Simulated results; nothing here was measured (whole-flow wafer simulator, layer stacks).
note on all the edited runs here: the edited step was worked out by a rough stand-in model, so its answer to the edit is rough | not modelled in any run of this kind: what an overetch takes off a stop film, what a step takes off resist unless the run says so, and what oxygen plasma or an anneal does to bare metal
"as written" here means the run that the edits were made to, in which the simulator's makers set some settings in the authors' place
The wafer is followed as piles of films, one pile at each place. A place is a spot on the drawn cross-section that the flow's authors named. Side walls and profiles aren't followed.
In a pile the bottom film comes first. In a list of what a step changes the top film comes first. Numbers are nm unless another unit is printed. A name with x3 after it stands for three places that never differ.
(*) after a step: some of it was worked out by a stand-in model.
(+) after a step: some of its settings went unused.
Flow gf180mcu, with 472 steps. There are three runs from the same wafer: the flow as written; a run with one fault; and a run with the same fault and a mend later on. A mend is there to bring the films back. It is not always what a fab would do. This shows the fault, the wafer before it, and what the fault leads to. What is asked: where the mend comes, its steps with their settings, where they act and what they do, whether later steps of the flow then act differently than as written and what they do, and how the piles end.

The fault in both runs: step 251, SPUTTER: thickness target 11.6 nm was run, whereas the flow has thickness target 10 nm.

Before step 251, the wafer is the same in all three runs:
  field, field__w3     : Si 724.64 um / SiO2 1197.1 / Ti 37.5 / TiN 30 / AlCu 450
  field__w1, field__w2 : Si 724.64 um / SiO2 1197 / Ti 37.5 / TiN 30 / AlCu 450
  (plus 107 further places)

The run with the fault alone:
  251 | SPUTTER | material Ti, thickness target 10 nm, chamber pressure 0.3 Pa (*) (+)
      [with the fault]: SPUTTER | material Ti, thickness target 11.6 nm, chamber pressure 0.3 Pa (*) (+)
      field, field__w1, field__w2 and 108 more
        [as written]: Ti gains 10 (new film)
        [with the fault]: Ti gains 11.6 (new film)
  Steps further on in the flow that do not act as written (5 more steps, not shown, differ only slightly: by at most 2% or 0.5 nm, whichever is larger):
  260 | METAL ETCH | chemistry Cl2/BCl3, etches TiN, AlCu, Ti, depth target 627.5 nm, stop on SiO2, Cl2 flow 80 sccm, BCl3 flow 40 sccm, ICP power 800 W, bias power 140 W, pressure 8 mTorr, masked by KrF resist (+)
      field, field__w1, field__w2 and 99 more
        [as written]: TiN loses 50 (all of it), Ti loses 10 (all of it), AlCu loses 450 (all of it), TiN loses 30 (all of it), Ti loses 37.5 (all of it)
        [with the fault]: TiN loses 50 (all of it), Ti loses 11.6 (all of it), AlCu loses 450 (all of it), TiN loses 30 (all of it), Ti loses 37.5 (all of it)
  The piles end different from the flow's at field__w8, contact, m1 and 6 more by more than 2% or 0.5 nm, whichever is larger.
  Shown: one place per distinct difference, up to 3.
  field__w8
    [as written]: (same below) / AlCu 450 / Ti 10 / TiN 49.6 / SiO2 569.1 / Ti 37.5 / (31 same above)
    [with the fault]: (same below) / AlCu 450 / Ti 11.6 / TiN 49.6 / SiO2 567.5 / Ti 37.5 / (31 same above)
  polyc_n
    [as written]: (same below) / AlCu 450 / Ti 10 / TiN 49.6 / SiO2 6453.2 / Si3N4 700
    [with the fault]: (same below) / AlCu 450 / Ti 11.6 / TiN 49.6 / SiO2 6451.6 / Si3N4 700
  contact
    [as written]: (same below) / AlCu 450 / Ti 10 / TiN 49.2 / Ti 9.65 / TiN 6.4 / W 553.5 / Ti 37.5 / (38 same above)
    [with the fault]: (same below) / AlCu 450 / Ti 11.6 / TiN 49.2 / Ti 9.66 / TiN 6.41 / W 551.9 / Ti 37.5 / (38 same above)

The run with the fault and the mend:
  The mend follows step 251.
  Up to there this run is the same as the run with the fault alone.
  251a | METAL ETCH | chemistry Cl2/BCl3, etches TiN, AlCu, Ti, depth target 1.6 nm, Cl2 flow 80 sccm, BCl3 flow 40 sccm, ICP power 800 W, bias power 140 W, pressure 8 mTorr
      field, field__w1, field__w2 and 108 more
        Ti loses 1.6
  Every later step of the flow that is run acts as written at every place that is followed.
  By the end, the piles equal the flow's at every place that both follow.
